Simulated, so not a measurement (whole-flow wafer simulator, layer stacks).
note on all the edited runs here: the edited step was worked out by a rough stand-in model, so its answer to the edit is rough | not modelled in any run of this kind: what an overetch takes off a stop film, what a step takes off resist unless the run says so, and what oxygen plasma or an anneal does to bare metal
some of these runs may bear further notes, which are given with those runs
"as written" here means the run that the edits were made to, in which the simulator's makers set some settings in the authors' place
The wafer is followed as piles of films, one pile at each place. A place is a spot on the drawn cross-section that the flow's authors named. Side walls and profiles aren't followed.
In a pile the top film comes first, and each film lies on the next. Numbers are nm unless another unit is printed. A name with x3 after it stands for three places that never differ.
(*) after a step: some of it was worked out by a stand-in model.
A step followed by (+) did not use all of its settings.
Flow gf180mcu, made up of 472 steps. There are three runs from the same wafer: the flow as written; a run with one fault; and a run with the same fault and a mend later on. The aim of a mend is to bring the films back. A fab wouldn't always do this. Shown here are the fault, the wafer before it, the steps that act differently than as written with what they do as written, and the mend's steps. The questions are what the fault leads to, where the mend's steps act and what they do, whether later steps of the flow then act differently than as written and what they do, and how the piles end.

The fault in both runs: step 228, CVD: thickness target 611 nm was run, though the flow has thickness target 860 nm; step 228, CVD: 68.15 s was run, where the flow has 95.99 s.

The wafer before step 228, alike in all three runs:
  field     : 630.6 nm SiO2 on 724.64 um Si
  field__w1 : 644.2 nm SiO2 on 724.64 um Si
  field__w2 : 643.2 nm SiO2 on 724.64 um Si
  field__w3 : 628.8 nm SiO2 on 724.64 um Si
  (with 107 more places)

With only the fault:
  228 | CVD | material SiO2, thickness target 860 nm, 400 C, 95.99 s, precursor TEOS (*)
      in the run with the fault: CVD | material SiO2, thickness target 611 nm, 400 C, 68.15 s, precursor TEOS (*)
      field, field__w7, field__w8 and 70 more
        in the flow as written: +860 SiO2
        in the run with the fault: +615.9 SiO2
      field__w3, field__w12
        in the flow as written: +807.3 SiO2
        in the run with the fault: +581.3 SiO2
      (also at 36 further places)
  Steps later in the flow that act otherwise than as written (not shown: 5 more steps that differ only slightly, by at most 2% or 0.5 nm, whichever is larger):
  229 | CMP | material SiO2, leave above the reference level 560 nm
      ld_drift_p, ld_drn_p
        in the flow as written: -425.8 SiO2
        in the run with the fault: nothing
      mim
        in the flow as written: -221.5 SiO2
        in the run with the fault: nothing
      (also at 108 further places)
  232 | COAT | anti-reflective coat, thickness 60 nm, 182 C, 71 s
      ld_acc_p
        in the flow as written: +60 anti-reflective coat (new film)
        in the run with the fault: +58.8 anti-reflective coat (new film)
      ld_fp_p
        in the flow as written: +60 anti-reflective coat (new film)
        in the run with the fault: +58.5 anti-reflective coat (new film)
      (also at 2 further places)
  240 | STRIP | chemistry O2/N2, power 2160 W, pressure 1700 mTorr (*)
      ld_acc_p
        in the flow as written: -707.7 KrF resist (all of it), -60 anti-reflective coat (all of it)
        in the run with the fault: -708.3 KrF resist (all of it), -58.8 anti-reflective coat (all of it)
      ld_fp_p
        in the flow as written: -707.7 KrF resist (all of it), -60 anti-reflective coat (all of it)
        in the run with the fault: -708.5 KrF resist (all of it), -58.5 anti-reflective coat (all of it)
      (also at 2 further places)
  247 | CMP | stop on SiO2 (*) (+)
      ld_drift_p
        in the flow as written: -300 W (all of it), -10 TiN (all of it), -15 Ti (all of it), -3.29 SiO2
        in the run with the fault: -300 W (all of it), -10 TiN (all of it), -14.1 Ti
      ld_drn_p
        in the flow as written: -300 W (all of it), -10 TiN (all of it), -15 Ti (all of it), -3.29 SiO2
        in the run with the fault: -300 W (all of it), -10 TiN (all of it), -5.41 Ti
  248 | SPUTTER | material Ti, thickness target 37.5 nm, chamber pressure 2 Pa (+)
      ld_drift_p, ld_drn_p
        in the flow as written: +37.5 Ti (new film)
        in the run with the fault: +37.5 Ti
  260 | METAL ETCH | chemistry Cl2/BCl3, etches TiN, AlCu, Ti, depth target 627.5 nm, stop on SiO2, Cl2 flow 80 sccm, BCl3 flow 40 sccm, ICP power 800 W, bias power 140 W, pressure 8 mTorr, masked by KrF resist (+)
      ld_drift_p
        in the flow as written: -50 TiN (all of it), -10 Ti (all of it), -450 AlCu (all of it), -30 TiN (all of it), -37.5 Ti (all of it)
        in the run with the fault: -50 TiN (all of it), -10 Ti (all of it), -450 AlCu (all of it), -30 TiN (all of it), -38.4 Ti (all of it)
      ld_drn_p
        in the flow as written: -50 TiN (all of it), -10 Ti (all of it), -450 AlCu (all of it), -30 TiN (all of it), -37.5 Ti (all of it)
        in the run with the fault: -50 TiN (all of it), -10 Ti (all of it), -450 AlCu (all of it), -30 TiN (all of it), -47.1 Ti (all of it)
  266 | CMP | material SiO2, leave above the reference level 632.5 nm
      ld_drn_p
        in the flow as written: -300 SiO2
        in the run with the fault: -290.4 SiO2
  When the end is reached, the piles differ only a little from the flow's at the places that both follow, at most by 2% or 0.5 nm, whichever is larger.

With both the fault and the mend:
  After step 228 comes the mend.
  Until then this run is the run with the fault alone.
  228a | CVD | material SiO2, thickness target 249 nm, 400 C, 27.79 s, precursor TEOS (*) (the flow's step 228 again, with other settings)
      field, field__w7, field__w8 and 72 more
        +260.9 SiO2
      field_sub__w4, field_sub__w5, ld_drn_n, ld_sd_p
        +254.1 SiO2
      field__w1, contact
        +256 SiO2
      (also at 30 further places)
  Steps later in the flow that act otherwise than as written:
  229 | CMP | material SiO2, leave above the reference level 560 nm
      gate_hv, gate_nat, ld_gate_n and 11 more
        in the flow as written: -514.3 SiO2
        in the run with the mend: -531.2 SiO2
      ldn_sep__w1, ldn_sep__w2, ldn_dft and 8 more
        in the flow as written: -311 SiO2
        in the run with the mend: -327.9 SiO2
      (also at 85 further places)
  By the end, the piles equal the flow's at every place that both follow.
